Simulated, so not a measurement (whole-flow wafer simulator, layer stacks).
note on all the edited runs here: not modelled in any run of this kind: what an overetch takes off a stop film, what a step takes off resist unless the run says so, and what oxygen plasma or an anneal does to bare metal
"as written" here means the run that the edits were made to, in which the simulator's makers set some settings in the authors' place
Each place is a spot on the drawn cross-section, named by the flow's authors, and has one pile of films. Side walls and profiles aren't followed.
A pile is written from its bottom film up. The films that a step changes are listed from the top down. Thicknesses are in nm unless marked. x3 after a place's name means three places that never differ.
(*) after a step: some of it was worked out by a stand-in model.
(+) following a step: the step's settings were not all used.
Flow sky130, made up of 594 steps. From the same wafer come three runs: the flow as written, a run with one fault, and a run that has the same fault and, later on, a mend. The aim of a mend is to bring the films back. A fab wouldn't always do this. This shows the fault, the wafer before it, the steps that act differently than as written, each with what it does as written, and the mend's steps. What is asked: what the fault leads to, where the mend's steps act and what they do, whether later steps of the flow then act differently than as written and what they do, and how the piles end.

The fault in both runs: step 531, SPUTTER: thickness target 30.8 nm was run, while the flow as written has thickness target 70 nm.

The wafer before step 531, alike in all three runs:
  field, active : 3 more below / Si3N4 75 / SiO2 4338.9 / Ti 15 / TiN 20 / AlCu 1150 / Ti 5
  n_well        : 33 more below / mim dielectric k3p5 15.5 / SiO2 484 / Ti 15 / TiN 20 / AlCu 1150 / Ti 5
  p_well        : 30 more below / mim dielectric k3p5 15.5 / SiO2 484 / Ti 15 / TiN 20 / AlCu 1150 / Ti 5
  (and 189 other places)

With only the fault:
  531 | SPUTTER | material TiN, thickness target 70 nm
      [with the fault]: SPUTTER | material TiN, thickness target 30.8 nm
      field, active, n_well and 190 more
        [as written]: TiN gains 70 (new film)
        [with the fault]: TiN gains 30.8 (new film)
  Steps further on in the flow that do not act as written (13 other steps are not shown; they differ only slightly, by no more than 2% or 0.5 nm, whichever is larger):
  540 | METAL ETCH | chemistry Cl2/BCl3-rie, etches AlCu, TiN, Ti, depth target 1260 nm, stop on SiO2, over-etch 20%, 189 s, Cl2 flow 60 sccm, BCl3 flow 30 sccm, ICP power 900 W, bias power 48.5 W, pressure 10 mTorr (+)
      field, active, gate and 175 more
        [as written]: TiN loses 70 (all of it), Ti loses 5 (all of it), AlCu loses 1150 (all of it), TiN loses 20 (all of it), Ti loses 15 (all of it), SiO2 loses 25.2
        [with the fault]: TiN loses 30.8 (all of it), Ti loses 5 (all of it), AlCu loses 1150 (all of it), TiN loses 20 (all of it), Ti loses 15 (all of it), SiO2 loses 29.1
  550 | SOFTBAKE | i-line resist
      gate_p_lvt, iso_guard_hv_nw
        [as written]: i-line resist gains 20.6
        [with the fault]: i-line resist gains 19.8
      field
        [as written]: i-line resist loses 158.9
        [with the fault]: i-line resist loses 155.5
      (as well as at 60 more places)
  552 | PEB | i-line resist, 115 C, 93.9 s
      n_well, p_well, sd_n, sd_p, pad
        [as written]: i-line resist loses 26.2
        [with the fault]: i-line resist loses 26.8
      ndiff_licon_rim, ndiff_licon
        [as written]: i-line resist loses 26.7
        [with the fault]: i-line resist loses 27.3
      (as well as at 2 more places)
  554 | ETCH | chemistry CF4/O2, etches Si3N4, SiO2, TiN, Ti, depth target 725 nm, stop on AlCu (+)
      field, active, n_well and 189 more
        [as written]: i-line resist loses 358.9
        [with the fault]: i-line resist loses 319.7
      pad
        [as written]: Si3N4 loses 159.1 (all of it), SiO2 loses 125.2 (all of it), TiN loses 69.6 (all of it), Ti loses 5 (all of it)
        [with the fault]: Si3N4 loses 159.1 (all of it), SiO2 loses 125.2 (all of it), TiN loses 30.4 (all of it), Ti loses 5 (all of it)
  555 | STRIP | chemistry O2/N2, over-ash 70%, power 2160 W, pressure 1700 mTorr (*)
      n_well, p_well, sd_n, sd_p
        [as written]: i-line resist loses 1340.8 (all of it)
        [with the fault]: i-line resist loses 1414.4 (all of it)
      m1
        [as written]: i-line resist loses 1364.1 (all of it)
        [with the fault]: i-line resist loses 1437 (all of it)
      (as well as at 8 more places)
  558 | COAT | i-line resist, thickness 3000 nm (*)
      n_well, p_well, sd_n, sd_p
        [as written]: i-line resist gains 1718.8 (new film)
        [with the fault]: i-line resist gains 1754 (new film)
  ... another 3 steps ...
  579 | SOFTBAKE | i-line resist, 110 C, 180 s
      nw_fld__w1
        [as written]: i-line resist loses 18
        [with the fault]: i-line resist loses 17.4
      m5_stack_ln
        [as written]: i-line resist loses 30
        [with the fault]: i-line resist loses 29
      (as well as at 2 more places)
  At n_well, p_well, sd_n and 11 more, the piles at the end differ from the flow's by more than 2% or 0.5 nm, whichever is larger.
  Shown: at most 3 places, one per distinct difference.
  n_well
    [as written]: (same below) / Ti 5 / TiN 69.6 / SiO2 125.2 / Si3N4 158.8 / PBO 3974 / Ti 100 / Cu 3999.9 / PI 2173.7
    [with the fault]: (same below) / Ti 5 / TiN 30.4 / SiO2 125.2 / Si3N4 158.8 / PBO 4002.2 / Ti 100 / Cu 3999.9 / PI 2178.3
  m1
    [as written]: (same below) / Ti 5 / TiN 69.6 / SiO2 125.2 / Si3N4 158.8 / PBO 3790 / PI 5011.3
    [with the fault]: (same below) / Ti 5 / TiN 30.4 / SiO2 125.2 / Si3N4 158.8 / PBO 3822.6 / PI 5013.3
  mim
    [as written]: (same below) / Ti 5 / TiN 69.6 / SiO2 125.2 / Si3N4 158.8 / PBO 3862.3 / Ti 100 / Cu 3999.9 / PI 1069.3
    [with the fault]: (same below) / Ti 5 / TiN 30.4 / SiO2 125.2 / Si3N4 158.8 / PBO 3892.7 / Ti 100 / Cu 3999.9 / PI 1072.7

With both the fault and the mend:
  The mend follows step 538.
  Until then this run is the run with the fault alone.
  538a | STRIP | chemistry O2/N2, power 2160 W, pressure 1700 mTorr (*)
      n_well, p_well, sd_n and 9 more
        resist loses 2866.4 (all of it)
      m1, via4_hole
        resist loses 2868.5 (all of it)
      via4_enc
        resist loses 2866.3 (all of it)
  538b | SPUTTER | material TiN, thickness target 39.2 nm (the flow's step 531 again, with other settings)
      field, active, n_well and 190 more
        TiN gains 39.2
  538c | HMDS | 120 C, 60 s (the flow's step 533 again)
      does not change any film at any place that is followed
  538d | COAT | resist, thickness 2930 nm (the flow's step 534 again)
      n_well, p_well, gate_hv and 172 more
        resist gains 2930 (new film)
      field, active, gate and 13 more
        resist gains 2929.9 (new film)
      m1, via4_hole
        resist gains 2932.1 (new film)
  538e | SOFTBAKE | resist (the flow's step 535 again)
      field, active, gate, spacer, m1, sonos_cell, sonos_guard, sonos_guard_hv
        resist gains 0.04
      nwell_res
        resist gains 0.03
      pplus_nw
        resist gains 0.02
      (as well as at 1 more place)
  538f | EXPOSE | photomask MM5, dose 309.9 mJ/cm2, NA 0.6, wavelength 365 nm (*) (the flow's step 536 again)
      does not change any film at any place that is followed
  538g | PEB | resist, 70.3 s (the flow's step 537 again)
      field, active, n_well and 188 more
        resist loses 63.6
      m1, via4_hole
        resist loses 63.7
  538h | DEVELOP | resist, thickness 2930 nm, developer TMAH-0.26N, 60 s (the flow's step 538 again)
      field, active, gate and 168 more
        resist loses 2866.4 (all of it)
      via1_hole, via1_enc, via2_hole, via2_enc, via3_hole, via3_enc, via_li1
        resist loses 2866.3 (all of it)
  None of the later steps of the flow acts differently than as written at any place that is followed.
  At every place that both follow, the piles at the end match the flow's.
